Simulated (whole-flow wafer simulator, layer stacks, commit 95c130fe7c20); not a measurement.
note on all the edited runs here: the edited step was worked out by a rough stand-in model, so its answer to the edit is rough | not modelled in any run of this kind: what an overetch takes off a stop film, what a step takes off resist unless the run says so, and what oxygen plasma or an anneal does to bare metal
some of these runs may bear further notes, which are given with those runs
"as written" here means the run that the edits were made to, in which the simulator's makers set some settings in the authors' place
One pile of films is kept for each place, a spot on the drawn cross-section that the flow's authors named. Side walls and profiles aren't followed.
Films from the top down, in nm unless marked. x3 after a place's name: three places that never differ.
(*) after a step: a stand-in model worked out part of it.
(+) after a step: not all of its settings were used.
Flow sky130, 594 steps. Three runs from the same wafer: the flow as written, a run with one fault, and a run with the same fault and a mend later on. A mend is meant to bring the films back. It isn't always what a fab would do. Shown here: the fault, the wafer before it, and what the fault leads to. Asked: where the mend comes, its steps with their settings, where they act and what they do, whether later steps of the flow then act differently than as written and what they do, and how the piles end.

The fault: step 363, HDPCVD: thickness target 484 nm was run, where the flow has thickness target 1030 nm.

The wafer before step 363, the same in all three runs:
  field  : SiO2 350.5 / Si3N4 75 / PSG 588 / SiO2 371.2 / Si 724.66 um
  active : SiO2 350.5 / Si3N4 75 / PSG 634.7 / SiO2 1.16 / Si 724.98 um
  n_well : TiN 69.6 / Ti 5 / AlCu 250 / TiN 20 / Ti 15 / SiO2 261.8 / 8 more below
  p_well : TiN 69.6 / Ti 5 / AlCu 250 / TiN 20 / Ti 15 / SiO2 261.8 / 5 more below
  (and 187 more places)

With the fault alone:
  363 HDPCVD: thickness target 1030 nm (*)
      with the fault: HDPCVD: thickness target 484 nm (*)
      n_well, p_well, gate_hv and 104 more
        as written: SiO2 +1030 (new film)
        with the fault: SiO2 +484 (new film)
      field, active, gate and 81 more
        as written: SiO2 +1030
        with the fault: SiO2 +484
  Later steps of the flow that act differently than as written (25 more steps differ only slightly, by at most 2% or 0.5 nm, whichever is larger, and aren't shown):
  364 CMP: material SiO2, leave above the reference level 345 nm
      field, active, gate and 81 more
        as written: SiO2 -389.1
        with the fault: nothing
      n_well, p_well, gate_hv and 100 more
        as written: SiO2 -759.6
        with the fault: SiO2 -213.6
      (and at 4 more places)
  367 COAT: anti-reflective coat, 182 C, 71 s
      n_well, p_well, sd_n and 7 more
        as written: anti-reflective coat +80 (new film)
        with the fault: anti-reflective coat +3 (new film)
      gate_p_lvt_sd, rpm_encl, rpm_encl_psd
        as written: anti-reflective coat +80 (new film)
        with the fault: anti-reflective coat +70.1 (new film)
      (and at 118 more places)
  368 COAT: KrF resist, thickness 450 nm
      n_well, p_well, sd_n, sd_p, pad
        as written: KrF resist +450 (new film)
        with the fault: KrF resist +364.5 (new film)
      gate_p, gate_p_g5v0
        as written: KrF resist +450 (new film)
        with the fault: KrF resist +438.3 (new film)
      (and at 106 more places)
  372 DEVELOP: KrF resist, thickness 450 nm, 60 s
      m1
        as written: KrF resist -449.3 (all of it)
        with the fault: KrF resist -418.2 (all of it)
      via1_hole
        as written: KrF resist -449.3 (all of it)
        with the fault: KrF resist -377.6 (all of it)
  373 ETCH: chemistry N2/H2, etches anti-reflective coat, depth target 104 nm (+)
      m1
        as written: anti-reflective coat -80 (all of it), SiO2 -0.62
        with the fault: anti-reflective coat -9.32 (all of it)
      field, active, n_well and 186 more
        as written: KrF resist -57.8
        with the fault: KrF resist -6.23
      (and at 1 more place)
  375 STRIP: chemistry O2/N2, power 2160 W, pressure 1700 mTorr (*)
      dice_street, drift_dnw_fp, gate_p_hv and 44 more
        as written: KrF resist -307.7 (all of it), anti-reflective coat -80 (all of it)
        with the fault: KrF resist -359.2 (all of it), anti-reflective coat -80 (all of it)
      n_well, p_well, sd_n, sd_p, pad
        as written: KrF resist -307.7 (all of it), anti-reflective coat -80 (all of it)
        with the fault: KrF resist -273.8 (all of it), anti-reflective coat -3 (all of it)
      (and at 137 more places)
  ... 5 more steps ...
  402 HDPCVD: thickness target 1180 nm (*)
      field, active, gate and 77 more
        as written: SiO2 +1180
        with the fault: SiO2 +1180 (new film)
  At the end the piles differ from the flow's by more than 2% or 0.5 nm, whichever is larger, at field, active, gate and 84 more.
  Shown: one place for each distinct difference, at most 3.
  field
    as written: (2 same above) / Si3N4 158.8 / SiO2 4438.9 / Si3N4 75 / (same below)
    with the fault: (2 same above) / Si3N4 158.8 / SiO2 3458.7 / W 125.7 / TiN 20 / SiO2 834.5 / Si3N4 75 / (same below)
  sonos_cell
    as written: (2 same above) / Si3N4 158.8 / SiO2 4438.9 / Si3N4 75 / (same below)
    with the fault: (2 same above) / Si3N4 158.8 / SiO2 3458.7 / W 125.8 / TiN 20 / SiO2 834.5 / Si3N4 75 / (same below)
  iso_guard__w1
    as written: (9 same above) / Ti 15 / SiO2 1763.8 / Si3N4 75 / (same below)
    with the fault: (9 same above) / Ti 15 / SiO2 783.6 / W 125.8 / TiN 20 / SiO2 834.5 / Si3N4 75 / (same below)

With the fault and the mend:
  The mend comes after step 363.
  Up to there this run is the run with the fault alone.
  363a HDPCVD: thickness target 546 nm (*) (the flow's step 363 once more, with other settings)
      field, active, n_well and 188 more
        SiO2 +546
  No later step of the flow acts differently than as written, at any place that is followed, by more than 2% or 0.5 nm, whichever is larger.
  At the end the piles are the same as the flow's at every place that both follow.
